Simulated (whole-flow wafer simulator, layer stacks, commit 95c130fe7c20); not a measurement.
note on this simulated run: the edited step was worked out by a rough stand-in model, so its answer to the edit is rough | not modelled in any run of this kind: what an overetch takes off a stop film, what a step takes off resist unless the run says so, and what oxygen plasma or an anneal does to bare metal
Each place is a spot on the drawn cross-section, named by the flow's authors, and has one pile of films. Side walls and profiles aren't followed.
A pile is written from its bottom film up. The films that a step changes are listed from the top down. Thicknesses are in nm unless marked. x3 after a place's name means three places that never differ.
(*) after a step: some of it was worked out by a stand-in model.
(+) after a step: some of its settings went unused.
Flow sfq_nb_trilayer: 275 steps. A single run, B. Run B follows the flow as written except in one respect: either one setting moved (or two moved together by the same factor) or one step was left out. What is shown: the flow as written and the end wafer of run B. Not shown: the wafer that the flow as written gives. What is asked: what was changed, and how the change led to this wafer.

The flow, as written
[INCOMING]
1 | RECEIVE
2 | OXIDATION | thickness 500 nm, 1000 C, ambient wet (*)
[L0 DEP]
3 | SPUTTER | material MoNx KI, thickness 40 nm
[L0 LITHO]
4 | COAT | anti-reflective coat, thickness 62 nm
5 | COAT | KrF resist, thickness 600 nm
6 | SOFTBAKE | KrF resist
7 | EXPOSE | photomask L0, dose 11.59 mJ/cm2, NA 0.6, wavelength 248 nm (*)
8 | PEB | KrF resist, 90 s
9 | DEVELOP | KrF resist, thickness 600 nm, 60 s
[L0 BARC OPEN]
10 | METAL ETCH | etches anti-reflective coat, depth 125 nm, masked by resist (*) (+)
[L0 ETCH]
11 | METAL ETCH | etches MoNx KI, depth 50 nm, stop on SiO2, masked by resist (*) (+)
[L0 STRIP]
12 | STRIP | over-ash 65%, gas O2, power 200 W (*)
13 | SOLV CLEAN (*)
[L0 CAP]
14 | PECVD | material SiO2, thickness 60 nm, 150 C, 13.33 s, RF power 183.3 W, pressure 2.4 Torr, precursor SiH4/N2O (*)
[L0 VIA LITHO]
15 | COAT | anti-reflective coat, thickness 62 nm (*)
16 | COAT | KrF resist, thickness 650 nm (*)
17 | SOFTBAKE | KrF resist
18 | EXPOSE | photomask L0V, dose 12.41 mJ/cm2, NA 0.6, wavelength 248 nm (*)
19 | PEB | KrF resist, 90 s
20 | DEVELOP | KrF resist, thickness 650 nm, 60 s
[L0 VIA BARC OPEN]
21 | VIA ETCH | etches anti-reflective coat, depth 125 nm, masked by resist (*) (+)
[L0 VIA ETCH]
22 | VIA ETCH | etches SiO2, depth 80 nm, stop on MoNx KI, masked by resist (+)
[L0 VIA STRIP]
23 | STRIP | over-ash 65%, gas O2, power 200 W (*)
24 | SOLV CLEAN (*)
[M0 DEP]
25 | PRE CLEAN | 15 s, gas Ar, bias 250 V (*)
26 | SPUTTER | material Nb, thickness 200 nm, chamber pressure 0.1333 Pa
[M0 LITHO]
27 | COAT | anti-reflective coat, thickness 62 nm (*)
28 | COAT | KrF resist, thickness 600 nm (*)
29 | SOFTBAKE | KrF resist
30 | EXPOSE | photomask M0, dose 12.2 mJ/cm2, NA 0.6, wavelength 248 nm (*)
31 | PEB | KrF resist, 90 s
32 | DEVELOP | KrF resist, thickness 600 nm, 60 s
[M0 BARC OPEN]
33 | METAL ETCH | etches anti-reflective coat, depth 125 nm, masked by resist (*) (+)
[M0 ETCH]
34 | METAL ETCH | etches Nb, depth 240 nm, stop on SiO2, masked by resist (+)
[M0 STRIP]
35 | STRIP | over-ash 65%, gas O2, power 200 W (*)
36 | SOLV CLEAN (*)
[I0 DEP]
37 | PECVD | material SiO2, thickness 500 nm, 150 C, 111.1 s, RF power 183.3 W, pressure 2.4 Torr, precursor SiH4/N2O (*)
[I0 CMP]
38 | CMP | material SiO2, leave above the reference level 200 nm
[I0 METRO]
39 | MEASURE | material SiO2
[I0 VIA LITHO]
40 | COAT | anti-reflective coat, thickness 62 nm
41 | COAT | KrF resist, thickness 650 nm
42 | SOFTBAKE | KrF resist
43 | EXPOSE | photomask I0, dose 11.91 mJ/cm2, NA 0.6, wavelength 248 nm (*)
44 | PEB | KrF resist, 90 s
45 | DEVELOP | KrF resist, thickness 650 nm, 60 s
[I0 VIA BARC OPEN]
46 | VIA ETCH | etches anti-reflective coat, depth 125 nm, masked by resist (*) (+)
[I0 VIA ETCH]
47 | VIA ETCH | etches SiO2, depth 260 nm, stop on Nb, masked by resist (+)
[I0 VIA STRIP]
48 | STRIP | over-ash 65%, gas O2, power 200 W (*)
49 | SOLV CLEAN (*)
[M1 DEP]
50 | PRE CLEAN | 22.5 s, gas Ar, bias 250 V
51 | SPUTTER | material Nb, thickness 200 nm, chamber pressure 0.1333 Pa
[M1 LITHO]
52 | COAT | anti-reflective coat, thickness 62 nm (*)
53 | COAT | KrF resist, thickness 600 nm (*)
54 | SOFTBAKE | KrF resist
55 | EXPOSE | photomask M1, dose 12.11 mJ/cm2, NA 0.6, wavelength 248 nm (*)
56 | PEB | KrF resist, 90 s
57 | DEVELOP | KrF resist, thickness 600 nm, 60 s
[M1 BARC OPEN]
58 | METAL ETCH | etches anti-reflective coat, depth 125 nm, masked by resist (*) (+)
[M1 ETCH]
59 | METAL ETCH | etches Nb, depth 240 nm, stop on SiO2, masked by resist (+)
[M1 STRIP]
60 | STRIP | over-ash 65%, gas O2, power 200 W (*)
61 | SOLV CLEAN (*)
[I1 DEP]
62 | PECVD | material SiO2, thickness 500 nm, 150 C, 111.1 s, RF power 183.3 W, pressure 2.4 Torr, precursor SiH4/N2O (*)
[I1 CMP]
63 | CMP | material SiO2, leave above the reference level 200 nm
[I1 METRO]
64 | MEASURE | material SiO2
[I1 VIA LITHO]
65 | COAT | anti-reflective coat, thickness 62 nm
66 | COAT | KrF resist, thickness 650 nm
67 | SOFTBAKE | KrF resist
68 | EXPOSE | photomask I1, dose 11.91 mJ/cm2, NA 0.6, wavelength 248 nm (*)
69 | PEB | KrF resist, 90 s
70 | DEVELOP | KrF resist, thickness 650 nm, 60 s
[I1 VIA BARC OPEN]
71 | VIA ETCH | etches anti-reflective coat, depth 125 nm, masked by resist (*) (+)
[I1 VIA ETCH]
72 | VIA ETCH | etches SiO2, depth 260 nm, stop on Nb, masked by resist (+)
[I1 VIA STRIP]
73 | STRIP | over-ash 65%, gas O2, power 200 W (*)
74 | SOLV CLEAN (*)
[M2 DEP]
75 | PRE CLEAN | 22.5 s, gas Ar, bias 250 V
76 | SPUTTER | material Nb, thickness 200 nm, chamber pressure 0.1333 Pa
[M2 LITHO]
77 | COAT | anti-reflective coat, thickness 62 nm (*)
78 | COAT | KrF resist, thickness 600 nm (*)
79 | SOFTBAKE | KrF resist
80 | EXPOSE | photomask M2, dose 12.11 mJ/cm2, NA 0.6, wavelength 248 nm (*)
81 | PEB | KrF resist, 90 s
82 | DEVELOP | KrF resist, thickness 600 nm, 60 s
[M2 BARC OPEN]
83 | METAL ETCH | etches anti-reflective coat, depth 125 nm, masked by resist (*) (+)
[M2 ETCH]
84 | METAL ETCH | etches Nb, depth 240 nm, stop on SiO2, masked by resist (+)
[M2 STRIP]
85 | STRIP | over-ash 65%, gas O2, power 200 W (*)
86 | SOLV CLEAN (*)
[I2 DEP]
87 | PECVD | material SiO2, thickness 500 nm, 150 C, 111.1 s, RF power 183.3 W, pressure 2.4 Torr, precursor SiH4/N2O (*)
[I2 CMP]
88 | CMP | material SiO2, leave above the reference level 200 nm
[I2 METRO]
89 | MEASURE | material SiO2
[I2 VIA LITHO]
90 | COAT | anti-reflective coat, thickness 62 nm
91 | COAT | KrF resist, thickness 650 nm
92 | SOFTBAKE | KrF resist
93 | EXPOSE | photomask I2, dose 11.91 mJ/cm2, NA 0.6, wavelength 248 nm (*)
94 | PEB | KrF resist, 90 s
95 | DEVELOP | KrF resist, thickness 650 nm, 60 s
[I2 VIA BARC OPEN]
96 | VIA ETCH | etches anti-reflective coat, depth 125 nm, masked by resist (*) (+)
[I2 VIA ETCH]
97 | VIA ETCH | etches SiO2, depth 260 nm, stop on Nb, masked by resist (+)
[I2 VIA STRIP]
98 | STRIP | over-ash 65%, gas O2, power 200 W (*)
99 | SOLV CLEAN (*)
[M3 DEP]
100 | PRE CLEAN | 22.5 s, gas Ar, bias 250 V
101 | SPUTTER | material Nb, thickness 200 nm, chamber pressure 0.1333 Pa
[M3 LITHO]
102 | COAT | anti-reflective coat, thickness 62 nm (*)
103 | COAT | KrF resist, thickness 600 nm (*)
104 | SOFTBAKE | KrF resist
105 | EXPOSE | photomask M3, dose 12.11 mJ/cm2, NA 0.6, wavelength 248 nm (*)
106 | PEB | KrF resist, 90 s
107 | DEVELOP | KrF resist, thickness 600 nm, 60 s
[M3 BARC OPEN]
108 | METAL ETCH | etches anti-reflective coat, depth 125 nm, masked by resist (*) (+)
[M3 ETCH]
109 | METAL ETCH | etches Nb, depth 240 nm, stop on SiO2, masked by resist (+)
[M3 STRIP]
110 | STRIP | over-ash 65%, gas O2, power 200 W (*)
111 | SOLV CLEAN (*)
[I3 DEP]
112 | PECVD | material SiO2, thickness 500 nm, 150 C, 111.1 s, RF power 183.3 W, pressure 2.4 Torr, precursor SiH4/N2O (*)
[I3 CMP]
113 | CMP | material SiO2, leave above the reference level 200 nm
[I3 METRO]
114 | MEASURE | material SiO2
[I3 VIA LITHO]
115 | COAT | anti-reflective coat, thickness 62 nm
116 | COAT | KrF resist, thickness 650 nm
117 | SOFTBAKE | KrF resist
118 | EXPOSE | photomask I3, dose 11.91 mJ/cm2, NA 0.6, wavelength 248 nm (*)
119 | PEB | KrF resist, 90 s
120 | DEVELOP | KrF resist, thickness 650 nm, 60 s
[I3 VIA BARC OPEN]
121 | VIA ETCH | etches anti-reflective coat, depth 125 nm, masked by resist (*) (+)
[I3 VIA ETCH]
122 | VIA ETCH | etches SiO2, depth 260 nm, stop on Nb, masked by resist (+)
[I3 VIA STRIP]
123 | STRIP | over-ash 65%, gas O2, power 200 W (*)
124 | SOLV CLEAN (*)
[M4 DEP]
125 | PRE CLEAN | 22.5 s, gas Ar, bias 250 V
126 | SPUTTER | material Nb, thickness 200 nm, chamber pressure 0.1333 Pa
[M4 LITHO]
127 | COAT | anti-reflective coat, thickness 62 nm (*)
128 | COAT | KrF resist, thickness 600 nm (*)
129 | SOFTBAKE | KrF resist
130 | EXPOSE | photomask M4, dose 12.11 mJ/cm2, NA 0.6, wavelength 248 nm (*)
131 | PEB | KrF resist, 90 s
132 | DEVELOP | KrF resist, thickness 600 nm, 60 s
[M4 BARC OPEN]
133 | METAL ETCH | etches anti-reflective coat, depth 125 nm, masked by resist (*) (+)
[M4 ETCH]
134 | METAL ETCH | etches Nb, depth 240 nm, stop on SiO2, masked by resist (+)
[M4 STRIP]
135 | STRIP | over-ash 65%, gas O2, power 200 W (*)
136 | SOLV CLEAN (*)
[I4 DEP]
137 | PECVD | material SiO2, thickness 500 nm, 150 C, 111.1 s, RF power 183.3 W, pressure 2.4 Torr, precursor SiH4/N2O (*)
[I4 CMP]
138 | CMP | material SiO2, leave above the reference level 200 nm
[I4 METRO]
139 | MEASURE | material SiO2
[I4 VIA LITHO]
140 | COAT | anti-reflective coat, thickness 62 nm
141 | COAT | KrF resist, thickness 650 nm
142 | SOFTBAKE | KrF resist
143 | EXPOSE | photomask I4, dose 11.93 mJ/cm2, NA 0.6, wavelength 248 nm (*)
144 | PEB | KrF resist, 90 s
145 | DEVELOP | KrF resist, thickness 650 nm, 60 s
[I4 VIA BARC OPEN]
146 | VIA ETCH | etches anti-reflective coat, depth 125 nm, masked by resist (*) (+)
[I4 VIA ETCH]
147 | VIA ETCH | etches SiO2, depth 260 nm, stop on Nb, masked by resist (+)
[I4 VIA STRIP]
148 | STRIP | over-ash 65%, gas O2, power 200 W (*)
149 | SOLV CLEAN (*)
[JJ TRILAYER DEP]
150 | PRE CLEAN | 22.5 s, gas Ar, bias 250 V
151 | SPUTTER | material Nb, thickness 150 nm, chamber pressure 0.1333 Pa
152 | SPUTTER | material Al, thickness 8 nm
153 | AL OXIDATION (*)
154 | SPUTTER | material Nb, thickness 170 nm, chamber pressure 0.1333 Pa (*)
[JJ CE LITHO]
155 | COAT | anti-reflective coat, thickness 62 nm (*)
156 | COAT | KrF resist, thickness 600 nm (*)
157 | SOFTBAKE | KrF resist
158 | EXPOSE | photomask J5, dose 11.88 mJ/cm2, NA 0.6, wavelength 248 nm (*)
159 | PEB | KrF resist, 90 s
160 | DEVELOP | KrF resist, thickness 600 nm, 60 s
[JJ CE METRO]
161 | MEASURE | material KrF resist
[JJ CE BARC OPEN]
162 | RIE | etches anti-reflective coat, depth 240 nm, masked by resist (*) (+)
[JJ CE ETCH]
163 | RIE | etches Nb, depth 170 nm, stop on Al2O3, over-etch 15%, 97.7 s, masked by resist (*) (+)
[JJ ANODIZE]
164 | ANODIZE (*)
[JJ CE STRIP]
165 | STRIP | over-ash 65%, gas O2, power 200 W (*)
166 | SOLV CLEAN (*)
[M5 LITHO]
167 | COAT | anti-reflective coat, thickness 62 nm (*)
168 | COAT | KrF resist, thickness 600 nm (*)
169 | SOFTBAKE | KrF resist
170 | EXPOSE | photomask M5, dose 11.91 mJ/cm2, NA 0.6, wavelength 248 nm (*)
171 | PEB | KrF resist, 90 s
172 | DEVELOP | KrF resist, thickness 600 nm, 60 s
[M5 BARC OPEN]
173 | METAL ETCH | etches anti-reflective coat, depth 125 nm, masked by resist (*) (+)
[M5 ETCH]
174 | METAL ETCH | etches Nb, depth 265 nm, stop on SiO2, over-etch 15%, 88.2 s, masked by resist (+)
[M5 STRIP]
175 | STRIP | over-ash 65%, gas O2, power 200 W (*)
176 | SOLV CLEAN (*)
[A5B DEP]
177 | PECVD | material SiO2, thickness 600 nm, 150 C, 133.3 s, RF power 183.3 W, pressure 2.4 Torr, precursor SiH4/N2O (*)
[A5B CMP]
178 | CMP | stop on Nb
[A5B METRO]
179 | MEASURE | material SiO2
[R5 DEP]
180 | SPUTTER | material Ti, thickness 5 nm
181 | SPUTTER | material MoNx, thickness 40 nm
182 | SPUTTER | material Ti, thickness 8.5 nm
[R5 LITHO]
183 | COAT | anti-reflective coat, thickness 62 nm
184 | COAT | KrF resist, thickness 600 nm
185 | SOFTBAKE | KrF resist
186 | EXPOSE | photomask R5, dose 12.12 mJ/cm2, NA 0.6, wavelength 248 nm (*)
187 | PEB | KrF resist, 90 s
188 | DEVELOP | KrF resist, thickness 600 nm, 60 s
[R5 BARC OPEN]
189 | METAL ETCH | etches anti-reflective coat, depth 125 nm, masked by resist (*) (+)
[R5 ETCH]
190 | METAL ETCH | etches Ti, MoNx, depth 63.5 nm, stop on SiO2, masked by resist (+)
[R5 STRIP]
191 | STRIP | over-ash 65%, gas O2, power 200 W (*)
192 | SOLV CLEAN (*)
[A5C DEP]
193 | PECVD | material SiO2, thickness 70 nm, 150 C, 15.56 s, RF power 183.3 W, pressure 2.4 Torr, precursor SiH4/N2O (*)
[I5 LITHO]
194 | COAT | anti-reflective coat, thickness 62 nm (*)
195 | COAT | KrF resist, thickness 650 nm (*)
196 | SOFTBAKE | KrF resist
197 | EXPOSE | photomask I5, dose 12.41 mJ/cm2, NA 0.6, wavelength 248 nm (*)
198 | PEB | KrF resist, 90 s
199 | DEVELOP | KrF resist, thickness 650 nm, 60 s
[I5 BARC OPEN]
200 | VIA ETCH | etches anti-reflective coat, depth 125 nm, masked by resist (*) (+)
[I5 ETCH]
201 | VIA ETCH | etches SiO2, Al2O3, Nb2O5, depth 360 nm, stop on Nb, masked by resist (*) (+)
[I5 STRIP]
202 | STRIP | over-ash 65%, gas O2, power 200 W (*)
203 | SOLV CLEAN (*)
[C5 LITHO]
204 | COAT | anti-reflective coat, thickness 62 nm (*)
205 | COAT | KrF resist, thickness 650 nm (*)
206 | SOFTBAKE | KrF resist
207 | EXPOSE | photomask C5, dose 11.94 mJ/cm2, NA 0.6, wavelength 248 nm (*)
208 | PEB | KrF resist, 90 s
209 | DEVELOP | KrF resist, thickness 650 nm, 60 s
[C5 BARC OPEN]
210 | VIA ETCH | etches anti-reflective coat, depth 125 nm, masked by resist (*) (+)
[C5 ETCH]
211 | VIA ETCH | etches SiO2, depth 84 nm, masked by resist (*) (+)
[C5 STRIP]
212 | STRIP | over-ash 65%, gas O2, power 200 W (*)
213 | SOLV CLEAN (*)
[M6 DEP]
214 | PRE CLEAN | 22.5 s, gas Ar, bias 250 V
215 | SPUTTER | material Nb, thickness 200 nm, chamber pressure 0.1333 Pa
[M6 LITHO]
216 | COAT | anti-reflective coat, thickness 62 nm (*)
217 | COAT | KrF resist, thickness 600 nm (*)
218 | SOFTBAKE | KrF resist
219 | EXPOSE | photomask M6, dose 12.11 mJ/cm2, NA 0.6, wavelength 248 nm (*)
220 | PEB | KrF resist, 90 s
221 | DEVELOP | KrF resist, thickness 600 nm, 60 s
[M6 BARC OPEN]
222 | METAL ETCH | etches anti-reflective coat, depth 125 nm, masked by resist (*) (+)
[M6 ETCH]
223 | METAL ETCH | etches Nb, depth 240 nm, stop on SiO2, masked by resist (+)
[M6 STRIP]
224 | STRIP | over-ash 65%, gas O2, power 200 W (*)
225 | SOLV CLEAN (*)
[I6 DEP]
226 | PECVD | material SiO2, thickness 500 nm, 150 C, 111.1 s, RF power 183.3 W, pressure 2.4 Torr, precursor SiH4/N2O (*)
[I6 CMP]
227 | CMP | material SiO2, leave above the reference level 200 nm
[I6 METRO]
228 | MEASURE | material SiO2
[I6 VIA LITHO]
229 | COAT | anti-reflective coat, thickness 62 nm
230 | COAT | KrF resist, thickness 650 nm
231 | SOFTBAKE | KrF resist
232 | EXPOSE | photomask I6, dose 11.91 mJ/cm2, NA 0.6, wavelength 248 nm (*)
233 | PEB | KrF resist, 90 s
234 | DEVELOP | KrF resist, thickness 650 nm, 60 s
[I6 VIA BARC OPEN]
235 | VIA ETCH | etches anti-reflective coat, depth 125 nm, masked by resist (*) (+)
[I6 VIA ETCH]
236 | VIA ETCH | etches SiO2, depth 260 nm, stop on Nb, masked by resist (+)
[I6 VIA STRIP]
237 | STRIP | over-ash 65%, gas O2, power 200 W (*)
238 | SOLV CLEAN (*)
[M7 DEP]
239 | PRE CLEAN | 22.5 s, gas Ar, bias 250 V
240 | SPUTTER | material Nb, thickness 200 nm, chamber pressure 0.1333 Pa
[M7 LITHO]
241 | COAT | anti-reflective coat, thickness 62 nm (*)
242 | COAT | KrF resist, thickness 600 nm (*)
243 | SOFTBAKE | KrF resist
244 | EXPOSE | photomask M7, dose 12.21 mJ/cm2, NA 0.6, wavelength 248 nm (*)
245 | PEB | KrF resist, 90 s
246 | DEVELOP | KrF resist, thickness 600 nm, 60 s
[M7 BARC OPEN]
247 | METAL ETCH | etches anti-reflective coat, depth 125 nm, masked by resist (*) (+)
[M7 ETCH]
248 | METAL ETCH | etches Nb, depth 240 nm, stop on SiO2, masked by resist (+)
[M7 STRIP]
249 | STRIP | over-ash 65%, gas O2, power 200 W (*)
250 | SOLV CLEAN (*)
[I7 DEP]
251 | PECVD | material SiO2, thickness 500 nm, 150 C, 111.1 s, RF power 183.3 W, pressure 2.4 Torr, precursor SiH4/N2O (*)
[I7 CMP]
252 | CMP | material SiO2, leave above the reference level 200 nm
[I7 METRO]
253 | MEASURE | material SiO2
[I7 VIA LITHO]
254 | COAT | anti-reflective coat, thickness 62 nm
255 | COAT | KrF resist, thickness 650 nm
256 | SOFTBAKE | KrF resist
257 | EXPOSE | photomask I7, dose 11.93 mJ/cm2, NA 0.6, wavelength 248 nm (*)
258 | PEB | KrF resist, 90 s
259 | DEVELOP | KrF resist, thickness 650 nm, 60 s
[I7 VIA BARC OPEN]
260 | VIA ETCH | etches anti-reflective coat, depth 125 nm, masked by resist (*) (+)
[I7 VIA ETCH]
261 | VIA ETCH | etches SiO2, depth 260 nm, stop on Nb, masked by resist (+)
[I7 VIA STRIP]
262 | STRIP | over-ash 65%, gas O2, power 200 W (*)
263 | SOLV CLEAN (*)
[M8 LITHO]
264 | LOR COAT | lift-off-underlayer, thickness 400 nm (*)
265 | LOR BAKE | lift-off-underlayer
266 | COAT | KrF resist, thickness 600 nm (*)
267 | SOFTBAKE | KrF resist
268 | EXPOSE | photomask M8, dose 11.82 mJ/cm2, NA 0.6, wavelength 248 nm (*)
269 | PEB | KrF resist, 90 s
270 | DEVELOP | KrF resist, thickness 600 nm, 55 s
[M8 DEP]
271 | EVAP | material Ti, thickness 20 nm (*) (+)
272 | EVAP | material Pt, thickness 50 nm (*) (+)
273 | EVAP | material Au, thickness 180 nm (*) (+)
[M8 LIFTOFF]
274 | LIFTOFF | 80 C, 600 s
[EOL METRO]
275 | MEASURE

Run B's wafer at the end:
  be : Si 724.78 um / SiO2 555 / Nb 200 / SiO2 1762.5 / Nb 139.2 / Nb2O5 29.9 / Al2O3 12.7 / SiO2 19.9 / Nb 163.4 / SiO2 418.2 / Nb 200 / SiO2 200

Cause: step 201, VIA ETCH: depth 189 nm was run, though the flow has depth 360 nm.

How this came from the change, step by step:
  201 | VIA ETCH | etches SiO2, Al2O3, Nb2O5, depth 360 nm, stop on Nb, masked by resist (*) (+)
      be: SiO2 loses 189 (in the flow as written it would be: SiO2 loses 216.4 (all of it), Al2O3 loses 12.7 (all of it), Nb2O5 loses 29.9 (all of it))
      field_l, v_sur, via_wl and 102 more: KrF resist loses 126 (in the flow as written it would be: KrF resist loses 240)
  202 | STRIP | over-ash 65%, gas O2, power 200 W (*)
      p4_fl, p4_fm, p4_w1 and 44 more: KrF resist loses 447.1 (all of it), anti-reflective coat loses 62 (all of it) (in the flow as written it would be: KrF resist loses 333.1 (all of it), anti-reflective coat loses 62 (all of it))
      wl_b_sl, wl_b_m5, wl_b_sr and 13 more: KrF resist loses 447 (all of it), anti-reflective coat loses 62 (all of it) (in the flow as written it would be: KrF resist loses 333 (all of it), anti-reflective coat loses 62 (all of it))
      (and at 42 other places as well)
  204 | COAT | anti-reflective coat, thickness 62 nm (*)
      wire: anti-reflective coat gains 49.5 (new film) (in the flow as written it would be: anti-reflective coat gains 47.4 (new film))
      be: anti-reflective coat gains 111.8 (new film) (in the flow as written it would be: anti-reflective coat gains 122.2 (new film))
      (and at 1 other place as well)
  205 | COAT | KrF resist, thickness 650 nm (*)
      be: KrF resist gains 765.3 (new film) (in the flow as written it would be: KrF resist gains 815.3 (new film))
  212 | STRIP | over-ash 65%, gas O2, power 200 W (*)
      wire: KrF resist loses 559.7 (all of it), anti-reflective coat loses 49.5 (all of it) (in the flow as written it would be: KrF resist loses 555.8 (all of it), anti-reflective coat loses 47.4 (all of it))
      be: KrF resist loses 678.1 (all of it), anti-reflective coat loses 111.8 (all of it) (in the flow as written it would be: KrF resist loses 728.2 (all of it), anti-reflective coat loses 122.2 (all of it))
      (and at 1 other place as well)
  214 | PRE CLEAN | 22.5 s, gas Ar, bias 250 V
      be: SiO2 loses 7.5 (in the flow as written it would be: Nb loses 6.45)
  215 | SPUTTER | material Nb, thickness 200 nm, chamber pressure 0.1333 Pa
      be: Nb gains 163.4 (new film) (in the flow as written it would be: Nb gains 147.3)
  216 | COAT | anti-reflective coat, thickness 62 nm (*)
      wire: anti-reflective coat gains 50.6 (new film) (in the flow as written it would be: anti-reflective coat gains 48.3 (new film))
      be: anti-reflective coat gains 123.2 (new film) (in the flow as written it would be: anti-reflective coat gains 136.7 (new film))
      (and at 1 other place as well)
  217 | COAT | KrF resist, thickness 600 nm (*)
      be: KrF resist gains 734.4 (new film) (in the flow as written it would be: KrF resist gains 793.9 (new film))
  224 | STRIP | over-ash 65%, gas O2, power 200 W (*)
      wire: KrF resist loses 374.9 (all of it), anti-reflective coat loses 50.6 (all of it) (in the flow as written it would be: KrF resist loses 369.8 (all of it), anti-reflective coat loses 48.3 (all of it))
      be: KrF resist loses 516.4 (all of it), anti-reflective coat loses 123.2 (all of it) (in the flow as written it would be: KrF resist loses 575.8 (all of it), anti-reflective coat loses 136.7 (all of it))
      (and at 1 other place as well)
  226 | PECVD | material SiO2, thickness 500 nm, 150 C, 111.1 s, RF power 183.3 W, pressure 2.4 Torr, precursor SiH4/N2O (*)
      be: SiO2 gains 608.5 (new film) (in the flow as written it would be: SiO2 gains 693.5 (new film))
If metal films that touch count as one body, be has 4 bodies (between them, from the top down: SiO2 418.2; SiO2 19.9 / Al2O3 12.7 / Nb2O5 29.9; SiO2 1762.5); the flow as written gives 3 bodies (between them, from the top down: SiO2 503.2; SiO2 1762.5).
